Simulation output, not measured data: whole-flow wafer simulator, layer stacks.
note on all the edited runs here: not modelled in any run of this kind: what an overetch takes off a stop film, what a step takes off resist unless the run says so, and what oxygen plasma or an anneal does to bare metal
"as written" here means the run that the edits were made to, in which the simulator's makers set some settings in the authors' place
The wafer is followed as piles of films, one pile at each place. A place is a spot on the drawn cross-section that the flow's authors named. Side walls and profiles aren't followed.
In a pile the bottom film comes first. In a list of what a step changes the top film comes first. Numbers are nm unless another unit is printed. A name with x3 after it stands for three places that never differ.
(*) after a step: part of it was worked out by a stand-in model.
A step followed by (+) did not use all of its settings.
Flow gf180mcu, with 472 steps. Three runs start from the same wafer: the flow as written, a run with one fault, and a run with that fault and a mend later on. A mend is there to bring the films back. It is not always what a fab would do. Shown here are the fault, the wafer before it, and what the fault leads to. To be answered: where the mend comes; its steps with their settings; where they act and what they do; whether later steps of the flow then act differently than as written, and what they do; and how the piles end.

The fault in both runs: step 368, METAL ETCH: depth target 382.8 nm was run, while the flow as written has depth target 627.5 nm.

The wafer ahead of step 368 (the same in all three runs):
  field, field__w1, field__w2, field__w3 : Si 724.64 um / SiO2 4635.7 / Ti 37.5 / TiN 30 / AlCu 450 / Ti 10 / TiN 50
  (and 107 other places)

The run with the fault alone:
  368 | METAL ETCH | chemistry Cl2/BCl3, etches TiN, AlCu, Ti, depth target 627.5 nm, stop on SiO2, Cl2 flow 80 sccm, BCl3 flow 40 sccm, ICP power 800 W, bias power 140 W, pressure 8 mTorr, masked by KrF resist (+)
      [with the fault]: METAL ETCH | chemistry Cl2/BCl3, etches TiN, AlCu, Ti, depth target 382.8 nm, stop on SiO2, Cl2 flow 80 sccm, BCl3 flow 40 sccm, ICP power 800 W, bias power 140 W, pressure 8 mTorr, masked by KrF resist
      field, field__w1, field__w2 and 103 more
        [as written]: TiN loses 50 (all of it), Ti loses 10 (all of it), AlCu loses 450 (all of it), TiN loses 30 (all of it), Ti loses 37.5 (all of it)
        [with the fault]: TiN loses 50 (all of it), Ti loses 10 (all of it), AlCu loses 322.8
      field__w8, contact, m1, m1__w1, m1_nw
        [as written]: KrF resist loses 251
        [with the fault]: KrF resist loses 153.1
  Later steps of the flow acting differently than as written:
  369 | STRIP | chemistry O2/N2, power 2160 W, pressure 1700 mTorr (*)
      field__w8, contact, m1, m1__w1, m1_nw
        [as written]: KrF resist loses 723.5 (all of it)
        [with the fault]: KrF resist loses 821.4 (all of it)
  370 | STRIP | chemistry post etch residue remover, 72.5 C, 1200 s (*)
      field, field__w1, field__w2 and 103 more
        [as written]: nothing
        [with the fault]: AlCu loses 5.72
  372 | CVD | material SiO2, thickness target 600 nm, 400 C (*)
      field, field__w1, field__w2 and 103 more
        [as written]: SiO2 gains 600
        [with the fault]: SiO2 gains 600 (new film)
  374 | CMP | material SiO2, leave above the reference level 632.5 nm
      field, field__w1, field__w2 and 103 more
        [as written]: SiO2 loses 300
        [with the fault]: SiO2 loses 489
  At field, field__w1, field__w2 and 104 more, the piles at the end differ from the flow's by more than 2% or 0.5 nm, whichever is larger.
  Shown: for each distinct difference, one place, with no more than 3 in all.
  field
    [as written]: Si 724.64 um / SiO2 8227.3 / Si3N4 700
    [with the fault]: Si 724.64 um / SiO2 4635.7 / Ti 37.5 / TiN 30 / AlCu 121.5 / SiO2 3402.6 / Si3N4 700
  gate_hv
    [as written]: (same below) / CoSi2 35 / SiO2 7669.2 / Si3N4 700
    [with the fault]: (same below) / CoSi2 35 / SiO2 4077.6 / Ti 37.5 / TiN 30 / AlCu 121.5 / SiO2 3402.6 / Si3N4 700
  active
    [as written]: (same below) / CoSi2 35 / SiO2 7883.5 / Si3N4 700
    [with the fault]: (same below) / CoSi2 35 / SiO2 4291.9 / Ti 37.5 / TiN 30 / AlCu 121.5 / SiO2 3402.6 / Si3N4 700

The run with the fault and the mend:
  The mend stands after step 368.
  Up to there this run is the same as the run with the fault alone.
  368a | METAL ETCH | chemistry Cl2/BCl3, etches TiN, AlCu, Ti, depth target 244.7 nm, stop on SiO2, Cl2 flow 80 sccm, BCl3 flow 40 sccm, ICP power 800 W, bias power 140 W, pressure 8 mTorr, masked by KrF resist (+) (a further turn of the flow's step 368, with different settings)
      field, field__w1, field__w2 and 103 more
        AlCu loses 127.2 (all of it), TiN loses 30 (all of it), Ti loses 37.5 (all of it)
      field__w8, contact, m1, m1__w1, m1_nw
        KrF resist loses 97.9
  None of the later steps of the flow acts differently than as written at any place that is followed.
  By the end, the piles equal the flow's at every place that both follow.
